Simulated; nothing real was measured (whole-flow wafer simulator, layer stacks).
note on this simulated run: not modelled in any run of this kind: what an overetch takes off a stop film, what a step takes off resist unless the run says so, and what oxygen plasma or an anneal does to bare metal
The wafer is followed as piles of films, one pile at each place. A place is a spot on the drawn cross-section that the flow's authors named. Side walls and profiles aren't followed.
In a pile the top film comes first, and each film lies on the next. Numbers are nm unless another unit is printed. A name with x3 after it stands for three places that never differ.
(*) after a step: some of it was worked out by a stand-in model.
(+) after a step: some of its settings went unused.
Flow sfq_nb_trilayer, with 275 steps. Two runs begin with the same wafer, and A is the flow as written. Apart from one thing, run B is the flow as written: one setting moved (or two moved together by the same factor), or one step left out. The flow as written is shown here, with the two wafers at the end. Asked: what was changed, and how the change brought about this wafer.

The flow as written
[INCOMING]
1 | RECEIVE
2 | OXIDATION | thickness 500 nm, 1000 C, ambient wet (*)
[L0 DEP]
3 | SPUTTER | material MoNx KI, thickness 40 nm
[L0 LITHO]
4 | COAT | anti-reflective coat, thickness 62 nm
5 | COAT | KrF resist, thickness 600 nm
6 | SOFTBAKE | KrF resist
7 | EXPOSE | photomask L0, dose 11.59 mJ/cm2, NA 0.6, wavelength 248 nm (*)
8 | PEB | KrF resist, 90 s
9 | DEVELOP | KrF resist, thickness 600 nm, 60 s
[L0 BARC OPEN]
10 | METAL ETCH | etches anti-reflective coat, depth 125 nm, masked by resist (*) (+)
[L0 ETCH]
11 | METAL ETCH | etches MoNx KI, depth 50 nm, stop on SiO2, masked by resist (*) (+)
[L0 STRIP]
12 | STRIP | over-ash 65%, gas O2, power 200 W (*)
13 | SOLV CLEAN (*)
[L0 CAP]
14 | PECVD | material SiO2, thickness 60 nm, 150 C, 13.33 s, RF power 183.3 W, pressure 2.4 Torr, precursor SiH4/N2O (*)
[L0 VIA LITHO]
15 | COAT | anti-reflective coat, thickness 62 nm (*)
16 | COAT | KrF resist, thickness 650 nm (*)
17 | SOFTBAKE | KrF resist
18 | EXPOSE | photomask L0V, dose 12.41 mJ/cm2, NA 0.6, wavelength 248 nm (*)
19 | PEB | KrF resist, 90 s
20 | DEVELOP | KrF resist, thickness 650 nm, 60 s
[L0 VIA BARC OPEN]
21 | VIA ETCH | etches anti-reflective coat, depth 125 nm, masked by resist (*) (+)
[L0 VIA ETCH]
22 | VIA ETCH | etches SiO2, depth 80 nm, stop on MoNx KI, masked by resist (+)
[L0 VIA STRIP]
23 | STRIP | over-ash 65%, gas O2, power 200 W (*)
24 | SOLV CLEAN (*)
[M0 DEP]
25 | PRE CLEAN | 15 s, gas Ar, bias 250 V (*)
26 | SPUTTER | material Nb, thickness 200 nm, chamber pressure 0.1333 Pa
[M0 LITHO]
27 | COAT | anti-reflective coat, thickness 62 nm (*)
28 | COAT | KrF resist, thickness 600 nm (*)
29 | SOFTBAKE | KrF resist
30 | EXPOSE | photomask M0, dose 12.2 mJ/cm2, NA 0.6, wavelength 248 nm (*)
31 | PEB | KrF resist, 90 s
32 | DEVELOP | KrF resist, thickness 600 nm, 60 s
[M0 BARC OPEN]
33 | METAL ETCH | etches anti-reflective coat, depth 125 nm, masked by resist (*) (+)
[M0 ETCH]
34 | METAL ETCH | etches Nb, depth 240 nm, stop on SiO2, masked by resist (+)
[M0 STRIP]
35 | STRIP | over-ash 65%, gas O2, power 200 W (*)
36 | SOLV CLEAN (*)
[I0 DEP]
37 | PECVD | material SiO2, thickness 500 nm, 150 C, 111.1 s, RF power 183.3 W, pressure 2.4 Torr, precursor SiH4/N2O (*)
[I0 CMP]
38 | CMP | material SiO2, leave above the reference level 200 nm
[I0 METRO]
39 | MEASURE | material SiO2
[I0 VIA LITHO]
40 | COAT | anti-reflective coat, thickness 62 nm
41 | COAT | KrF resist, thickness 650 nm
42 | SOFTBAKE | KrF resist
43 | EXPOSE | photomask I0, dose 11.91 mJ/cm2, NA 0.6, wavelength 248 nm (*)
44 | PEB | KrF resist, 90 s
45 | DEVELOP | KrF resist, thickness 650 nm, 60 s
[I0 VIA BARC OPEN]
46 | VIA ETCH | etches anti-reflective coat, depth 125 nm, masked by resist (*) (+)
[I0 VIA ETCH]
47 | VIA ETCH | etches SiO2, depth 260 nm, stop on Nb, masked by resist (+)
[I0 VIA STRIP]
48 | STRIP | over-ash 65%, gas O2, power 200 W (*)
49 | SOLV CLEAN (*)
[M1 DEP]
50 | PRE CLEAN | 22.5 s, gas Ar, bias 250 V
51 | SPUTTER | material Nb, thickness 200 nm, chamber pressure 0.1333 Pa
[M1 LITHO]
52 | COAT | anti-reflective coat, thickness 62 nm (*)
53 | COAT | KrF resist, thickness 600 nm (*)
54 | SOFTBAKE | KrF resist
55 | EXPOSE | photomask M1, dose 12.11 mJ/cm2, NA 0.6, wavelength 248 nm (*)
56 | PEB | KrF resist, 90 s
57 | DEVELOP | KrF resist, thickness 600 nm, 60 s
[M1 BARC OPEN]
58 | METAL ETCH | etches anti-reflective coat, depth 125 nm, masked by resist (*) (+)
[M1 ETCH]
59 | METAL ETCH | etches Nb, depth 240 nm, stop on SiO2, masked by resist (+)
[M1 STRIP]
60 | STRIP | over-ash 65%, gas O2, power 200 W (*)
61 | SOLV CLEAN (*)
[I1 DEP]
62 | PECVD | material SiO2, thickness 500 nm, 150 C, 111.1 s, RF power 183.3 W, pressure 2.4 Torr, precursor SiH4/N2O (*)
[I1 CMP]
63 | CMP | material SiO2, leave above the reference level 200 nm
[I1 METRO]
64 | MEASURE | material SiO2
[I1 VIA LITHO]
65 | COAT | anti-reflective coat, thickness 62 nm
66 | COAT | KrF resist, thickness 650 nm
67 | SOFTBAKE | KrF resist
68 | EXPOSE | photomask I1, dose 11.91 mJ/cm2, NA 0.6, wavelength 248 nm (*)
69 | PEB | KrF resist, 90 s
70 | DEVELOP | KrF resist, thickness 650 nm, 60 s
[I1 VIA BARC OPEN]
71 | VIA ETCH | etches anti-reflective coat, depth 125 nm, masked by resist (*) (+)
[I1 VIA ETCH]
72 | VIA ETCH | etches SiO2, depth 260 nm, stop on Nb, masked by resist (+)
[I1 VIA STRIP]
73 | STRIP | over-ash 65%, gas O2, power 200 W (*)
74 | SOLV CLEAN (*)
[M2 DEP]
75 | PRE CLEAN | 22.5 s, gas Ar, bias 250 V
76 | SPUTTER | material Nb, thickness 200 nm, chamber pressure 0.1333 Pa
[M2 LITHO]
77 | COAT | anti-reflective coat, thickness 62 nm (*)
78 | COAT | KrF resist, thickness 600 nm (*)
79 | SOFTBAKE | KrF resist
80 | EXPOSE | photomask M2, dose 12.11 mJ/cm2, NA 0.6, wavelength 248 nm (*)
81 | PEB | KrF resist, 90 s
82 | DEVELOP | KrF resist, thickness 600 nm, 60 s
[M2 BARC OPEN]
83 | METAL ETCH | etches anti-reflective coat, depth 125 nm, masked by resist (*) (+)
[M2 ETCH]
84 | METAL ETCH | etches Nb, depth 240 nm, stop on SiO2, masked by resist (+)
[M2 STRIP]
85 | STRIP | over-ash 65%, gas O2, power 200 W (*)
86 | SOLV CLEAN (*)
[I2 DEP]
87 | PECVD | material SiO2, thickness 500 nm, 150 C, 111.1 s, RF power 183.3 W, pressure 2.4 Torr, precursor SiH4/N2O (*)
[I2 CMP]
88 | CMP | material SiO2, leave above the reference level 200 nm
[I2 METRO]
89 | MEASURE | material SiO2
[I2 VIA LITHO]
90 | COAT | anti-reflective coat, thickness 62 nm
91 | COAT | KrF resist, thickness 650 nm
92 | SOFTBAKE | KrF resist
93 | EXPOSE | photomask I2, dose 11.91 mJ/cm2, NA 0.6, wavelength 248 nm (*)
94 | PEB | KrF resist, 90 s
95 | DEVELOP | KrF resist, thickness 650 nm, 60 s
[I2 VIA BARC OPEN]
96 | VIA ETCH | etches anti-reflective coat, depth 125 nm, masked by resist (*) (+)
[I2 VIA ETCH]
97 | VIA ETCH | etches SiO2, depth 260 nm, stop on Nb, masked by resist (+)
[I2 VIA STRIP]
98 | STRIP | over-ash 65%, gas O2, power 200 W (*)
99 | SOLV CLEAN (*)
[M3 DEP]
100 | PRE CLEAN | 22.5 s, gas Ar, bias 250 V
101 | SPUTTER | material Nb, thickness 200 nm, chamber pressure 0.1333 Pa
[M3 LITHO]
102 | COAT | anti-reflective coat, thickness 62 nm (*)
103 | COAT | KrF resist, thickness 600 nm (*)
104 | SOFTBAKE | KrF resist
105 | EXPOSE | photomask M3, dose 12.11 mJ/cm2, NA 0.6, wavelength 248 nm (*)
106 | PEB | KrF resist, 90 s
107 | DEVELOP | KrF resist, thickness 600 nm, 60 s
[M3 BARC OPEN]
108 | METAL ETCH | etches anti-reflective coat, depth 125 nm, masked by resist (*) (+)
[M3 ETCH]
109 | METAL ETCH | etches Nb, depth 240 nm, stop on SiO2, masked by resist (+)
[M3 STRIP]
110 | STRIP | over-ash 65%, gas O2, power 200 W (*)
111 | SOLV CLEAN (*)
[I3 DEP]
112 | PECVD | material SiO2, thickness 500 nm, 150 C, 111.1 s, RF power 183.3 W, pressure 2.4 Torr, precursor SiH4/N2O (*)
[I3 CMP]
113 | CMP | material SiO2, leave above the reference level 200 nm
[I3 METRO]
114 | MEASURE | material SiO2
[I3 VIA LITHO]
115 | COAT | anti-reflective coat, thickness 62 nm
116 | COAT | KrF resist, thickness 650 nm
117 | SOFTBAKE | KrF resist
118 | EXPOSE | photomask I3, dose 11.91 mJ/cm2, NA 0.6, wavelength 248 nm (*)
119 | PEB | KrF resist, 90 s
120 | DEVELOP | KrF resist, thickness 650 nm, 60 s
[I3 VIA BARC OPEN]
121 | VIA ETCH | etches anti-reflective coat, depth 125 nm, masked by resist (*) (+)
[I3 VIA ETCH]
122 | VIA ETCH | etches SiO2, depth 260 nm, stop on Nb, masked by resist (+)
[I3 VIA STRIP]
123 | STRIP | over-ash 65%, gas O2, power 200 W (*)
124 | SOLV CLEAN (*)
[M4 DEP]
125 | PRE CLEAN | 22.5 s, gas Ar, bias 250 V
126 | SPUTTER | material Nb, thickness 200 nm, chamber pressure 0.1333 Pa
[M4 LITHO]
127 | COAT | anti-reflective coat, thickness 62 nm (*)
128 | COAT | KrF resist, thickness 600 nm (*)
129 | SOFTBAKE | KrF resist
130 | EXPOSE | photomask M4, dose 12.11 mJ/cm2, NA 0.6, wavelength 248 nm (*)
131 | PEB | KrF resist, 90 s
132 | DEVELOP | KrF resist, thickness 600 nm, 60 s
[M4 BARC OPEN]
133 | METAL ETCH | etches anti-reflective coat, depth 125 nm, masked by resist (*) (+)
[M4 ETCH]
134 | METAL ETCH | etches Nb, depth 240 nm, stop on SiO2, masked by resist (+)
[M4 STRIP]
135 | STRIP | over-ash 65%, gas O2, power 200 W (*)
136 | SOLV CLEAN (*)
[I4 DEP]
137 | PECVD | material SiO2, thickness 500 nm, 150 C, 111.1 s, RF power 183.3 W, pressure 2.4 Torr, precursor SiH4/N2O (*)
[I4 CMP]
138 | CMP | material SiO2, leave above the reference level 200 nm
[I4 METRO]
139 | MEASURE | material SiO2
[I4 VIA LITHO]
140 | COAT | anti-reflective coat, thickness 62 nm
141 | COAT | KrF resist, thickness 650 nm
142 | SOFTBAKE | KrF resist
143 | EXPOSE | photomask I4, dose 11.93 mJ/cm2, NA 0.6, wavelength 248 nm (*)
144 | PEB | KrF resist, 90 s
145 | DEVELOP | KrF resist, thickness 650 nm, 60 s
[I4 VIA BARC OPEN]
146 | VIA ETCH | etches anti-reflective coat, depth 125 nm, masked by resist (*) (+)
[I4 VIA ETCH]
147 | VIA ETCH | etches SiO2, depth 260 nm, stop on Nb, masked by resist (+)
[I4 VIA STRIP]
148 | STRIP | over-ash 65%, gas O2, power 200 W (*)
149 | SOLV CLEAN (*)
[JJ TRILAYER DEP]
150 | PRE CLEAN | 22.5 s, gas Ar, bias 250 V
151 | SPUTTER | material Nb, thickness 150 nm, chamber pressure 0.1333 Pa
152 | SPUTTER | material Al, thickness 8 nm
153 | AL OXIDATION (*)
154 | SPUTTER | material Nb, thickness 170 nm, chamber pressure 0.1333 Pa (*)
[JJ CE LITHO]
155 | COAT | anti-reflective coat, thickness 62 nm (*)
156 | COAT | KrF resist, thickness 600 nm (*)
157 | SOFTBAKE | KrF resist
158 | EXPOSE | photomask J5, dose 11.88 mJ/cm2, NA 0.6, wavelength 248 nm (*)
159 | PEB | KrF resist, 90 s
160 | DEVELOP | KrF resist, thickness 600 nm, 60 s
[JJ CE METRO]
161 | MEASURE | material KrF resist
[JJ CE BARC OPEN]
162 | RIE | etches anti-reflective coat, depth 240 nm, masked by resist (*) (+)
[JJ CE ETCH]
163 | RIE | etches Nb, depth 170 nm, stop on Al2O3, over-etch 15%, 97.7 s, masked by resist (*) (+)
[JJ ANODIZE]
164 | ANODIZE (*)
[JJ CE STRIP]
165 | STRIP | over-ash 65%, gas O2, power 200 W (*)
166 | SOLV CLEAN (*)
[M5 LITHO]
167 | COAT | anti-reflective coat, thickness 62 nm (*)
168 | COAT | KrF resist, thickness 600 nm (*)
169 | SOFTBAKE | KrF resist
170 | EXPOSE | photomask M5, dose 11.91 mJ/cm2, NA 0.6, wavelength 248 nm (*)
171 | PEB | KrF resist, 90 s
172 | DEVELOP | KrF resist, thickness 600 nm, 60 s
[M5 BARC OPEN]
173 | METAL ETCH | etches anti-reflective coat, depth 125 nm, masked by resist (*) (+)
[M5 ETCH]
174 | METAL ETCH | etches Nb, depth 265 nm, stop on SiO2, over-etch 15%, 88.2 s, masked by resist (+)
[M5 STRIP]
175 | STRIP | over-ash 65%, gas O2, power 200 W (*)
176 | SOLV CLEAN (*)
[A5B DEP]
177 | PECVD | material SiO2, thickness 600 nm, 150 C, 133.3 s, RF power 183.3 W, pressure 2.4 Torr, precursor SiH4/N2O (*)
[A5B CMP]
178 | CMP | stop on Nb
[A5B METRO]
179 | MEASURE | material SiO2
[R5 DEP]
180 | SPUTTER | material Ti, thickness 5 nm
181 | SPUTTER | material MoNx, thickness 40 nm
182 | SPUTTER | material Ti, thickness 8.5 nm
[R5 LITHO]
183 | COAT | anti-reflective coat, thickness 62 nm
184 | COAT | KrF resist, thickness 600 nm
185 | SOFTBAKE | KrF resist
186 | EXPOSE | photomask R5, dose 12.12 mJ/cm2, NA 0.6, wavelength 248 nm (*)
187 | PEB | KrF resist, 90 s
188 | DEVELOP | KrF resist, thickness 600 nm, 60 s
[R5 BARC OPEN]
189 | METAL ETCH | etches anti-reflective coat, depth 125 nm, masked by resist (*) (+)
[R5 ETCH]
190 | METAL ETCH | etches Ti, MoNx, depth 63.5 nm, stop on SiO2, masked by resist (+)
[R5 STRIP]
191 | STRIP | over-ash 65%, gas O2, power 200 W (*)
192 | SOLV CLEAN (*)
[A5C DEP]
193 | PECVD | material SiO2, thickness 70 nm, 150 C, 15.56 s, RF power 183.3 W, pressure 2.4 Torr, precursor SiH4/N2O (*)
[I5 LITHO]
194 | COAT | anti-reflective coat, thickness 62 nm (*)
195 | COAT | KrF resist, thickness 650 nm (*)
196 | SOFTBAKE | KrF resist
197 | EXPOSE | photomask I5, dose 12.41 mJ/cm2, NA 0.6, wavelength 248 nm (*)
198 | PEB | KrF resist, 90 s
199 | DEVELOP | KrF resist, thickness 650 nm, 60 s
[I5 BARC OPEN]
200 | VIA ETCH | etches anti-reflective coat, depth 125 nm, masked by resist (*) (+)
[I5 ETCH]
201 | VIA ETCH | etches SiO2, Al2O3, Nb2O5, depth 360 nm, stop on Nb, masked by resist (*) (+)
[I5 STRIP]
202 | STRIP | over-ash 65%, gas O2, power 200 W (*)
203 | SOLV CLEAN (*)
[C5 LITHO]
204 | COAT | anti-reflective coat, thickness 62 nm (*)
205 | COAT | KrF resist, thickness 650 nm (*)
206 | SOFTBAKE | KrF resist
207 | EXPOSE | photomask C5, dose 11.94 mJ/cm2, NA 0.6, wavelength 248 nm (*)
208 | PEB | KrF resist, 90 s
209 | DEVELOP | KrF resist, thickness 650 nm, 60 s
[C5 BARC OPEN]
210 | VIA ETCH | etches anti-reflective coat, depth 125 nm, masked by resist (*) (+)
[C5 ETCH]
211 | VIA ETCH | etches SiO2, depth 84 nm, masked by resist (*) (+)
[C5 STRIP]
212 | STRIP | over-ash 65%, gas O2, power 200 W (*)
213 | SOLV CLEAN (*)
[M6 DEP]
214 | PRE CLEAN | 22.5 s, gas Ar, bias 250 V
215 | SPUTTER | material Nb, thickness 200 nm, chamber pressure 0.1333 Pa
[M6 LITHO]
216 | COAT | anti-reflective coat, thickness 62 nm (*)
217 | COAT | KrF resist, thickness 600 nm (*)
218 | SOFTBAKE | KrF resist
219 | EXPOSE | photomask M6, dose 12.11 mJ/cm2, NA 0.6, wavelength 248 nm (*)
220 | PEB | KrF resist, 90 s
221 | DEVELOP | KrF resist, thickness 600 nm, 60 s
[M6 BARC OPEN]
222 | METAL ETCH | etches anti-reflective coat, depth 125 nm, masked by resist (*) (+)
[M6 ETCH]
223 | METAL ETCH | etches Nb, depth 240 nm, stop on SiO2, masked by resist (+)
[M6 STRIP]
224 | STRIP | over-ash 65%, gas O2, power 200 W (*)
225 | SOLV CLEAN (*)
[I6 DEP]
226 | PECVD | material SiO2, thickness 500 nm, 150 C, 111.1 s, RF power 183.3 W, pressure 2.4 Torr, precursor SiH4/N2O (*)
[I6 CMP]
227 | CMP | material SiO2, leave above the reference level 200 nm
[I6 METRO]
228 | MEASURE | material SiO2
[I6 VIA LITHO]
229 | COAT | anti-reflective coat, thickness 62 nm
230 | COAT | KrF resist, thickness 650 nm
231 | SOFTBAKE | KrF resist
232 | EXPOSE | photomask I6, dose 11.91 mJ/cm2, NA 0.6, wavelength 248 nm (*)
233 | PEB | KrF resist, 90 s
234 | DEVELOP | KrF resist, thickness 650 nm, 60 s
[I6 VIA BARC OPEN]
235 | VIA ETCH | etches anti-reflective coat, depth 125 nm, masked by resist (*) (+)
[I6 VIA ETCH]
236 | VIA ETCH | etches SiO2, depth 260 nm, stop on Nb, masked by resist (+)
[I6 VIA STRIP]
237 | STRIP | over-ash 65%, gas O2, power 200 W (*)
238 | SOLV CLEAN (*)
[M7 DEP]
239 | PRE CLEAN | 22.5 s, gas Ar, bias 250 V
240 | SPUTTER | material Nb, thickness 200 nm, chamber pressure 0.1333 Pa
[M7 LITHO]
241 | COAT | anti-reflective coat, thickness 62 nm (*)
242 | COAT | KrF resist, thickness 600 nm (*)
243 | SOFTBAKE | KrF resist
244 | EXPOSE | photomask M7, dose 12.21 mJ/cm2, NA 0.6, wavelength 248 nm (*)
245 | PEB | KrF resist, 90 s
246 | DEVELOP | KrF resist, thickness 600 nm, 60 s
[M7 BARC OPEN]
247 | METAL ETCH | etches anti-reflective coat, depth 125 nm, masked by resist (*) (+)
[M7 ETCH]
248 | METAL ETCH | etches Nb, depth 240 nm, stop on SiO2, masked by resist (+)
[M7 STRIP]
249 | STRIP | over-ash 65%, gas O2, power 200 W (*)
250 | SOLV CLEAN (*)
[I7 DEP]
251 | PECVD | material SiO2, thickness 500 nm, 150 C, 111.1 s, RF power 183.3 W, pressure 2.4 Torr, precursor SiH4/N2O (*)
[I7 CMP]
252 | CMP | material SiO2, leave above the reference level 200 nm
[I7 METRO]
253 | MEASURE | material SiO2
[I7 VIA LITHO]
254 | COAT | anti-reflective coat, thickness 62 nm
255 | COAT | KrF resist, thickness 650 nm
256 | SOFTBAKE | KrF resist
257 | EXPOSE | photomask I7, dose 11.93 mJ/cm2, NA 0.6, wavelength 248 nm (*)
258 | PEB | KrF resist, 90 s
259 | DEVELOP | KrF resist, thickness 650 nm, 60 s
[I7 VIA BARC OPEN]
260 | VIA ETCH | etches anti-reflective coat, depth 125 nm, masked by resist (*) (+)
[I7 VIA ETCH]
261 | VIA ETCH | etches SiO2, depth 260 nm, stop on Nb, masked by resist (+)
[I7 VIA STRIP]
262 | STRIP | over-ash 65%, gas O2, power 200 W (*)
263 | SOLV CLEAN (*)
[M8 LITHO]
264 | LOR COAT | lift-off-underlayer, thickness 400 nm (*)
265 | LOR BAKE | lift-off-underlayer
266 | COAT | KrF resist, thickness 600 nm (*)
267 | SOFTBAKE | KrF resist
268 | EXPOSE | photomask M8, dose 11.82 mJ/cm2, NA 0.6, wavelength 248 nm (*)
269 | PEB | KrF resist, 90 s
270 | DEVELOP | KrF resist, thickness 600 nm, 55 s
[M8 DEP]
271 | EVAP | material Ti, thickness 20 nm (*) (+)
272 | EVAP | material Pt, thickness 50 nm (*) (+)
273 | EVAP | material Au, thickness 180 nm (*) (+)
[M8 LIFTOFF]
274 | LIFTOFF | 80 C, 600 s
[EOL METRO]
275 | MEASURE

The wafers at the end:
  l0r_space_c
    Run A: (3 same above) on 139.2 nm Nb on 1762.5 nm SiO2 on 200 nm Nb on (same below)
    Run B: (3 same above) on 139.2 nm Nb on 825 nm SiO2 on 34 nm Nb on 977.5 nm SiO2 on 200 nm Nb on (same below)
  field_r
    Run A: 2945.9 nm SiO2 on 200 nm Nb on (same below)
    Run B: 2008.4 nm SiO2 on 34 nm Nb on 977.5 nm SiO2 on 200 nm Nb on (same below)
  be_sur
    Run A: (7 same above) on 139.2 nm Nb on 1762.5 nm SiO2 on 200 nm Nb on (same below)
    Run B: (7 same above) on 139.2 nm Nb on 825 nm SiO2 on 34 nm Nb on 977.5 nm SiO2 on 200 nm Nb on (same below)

What caused this: step 101, SPUTTER: thickness 274 nm was run, while the flow as written has thickness 200 nm.

How this came from the change, step by step:
  101 | SPUTTER | material Nb, thickness 200 nm, chamber pressure 0.1333 Pa
      field_l, v_sur, via_wl and 102 more: A +200 Nb (new film) | B +274 Nb (new film)
      via_w: A +165.5 Nb | B +227.7 Nb
  102 | COAT | anti-reflective coat, thickness 62 nm (*)
      via_wl, via_wr: A +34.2 anti-reflective coat (new film) | B +32.7 anti-reflective coat (new film)
  109 | METAL ETCH | etches Nb, depth 240 nm, stop on SiO2, masked by resist (+)
      field_l, be, be_sur and 72 more: A -200 Nb (all of it) | B -240 Nb
  110 | STRIP | over-ash 65%, gas O2, power 200 W (*)
      via_wl: A -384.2 KrF resist (all of it), -34.2 anti-reflective coat (all of it) | B -384 KrF resist (all of it), -32.7 anti-reflective coat (all of it)
      via_wr: A -384.2 KrF resist (all of it), -34.2 anti-reflective coat (all of it) | B -384.1 KrF resist (all of it), -32.7 anti-reflective coat (all of it)
  112 | PECVD | material SiO2, thickness 500 nm, 150 C, 111.1 s, RF power 183.3 W, pressure 2.4 Torr, precursor SiH4/N2O (*)
      field_l, be, be_sur and 64 more: A +500 SiO2 | B +500 SiO2 (new film)
      p4_g1, p4_g2, p3_s0, p3_s1, p3_s2, p3_s3, p3_s4, p3_s5: A +557.1 SiO2 | B +597.1 SiO2 (new film)
      (also at 1 further place)
  113 | CMP | material SiO2, leave above the reference level 200 nm
      field_l, be, be_sur and 64 more: A -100 SiO2 | B -60 SiO2
      via_w: A -181.6 SiO2 | B -157.1 SiO2
If metal films that touch count as one body, l0r_space_c has 3 bodies (between them, from the top down: SiO2 825; SiO2 977.5); the flow as written gives 2 bodies (between them, from the top down: SiO2 1762.5).
If metal films that touch count as one body, field_r has 2 bodies (between them, from the top down: SiO2 977.5); the flow as written gives 1 body.
If metal films that touch count as one body, be_sur has 5 bodies (between them, from the top down: SiO2 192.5; SiO2 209 / Al2O3 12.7 / Nb2O5 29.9; SiO2 825; SiO2 977.5); the flow as written gives 4 bodies (between them, from the top down: SiO2 192.5; SiO2 209 / Al2O3 12.7 / Nb2O5 29.9; SiO2 1762.5).
